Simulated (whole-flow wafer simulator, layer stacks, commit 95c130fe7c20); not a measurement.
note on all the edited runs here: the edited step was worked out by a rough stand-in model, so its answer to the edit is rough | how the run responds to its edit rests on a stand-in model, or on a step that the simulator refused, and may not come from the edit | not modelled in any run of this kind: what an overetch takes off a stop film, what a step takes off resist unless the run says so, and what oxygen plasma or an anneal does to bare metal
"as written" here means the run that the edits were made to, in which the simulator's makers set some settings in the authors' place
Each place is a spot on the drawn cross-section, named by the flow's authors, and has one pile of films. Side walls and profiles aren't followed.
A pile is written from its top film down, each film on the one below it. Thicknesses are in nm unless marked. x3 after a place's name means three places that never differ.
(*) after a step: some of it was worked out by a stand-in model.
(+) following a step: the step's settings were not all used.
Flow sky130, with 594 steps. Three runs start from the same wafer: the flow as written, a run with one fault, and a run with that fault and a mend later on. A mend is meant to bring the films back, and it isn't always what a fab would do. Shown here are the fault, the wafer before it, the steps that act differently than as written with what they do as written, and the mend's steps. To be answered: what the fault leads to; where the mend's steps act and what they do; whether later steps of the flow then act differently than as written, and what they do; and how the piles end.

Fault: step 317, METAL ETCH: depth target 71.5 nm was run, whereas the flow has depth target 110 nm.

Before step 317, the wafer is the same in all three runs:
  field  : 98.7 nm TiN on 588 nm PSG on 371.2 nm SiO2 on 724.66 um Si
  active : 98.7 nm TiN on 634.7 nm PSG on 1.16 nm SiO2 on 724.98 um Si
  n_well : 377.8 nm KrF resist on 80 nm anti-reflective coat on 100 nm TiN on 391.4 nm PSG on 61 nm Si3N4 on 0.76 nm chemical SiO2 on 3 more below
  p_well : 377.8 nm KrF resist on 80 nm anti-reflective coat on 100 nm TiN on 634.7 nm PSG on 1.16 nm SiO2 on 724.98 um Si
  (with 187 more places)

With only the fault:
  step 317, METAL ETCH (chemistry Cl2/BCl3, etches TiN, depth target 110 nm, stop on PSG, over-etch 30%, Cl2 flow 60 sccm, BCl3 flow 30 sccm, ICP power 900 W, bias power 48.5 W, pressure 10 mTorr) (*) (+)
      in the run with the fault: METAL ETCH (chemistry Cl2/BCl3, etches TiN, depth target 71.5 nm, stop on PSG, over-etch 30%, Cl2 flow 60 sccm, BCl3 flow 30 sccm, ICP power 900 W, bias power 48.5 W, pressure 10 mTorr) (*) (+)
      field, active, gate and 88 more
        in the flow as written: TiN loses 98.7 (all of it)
        in the run with the fault: TiN loses 71.5
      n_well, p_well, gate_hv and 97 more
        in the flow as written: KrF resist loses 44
        in the run with the fault: KrF resist loses 28.6
  Steps further on in the flow that do not act as written (not shown: 15 more steps that differ only slightly, by at most 2% or 0.5 nm, whichever is larger):
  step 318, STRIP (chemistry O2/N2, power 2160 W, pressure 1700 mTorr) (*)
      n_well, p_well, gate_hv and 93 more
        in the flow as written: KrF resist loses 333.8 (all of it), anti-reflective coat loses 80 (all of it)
        in the run with the fault: KrF resist loses 349.2 (all of it), anti-reflective coat loses 80 (all of it)
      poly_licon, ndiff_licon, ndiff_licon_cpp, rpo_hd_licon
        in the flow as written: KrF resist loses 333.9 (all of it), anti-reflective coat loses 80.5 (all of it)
        in the run with the fault: KrF resist loses 349.3 (all of it), anti-reflective coat loses 80.5 (all of it)
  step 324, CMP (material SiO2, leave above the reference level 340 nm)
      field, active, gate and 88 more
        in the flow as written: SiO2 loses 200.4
        in the run with the fault: SiO2 loses 227.2
  The piles end different from the flow's at field, active, gate and 90 more by more than 2% or 0.5 nm, whichever is larger.
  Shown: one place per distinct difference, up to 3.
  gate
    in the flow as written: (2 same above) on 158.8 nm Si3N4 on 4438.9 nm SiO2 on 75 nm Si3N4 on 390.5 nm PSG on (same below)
    in the run with the fault: (2 same above) on 158.8 nm Si3N4 on 4412.2 nm SiO2 on 75 nm Si3N4 on 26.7 nm TiN on 390.5 nm PSG on (same below)
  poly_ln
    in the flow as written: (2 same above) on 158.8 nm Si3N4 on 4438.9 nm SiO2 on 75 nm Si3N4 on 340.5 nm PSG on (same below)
    in the run with the fault: (2 same above) on 158.8 nm Si3N4 on 4412.2 nm SiO2 on 75 nm Si3N4 on 26.7 nm TiN on 340.5 nm PSG on (same below)
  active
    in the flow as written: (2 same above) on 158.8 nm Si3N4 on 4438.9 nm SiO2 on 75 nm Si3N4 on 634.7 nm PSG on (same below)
    in the run with the fault: (2 same above) on 158.8 nm Si3N4 on 4412.2 nm SiO2 on 75 nm Si3N4 on 26.7 nm TiN on 634.7 nm PSG on (same below)

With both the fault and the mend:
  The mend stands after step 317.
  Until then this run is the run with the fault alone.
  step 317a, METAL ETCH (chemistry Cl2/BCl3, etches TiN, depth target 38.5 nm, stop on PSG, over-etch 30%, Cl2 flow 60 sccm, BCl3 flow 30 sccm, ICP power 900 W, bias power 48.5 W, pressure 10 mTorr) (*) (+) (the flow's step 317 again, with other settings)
      n_well, p_well, gate_hv and 97 more
        KrF resist loses 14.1
      field, active, gate and 88 more
        TiN loses 27.2 (all of it)
  Later steps of the flow that are run all act as written at every place that is followed, up to a difference of at most 2% or 0.5 nm, whichever is larger.
  At every place that both follow, the piles at the end match the flow's.
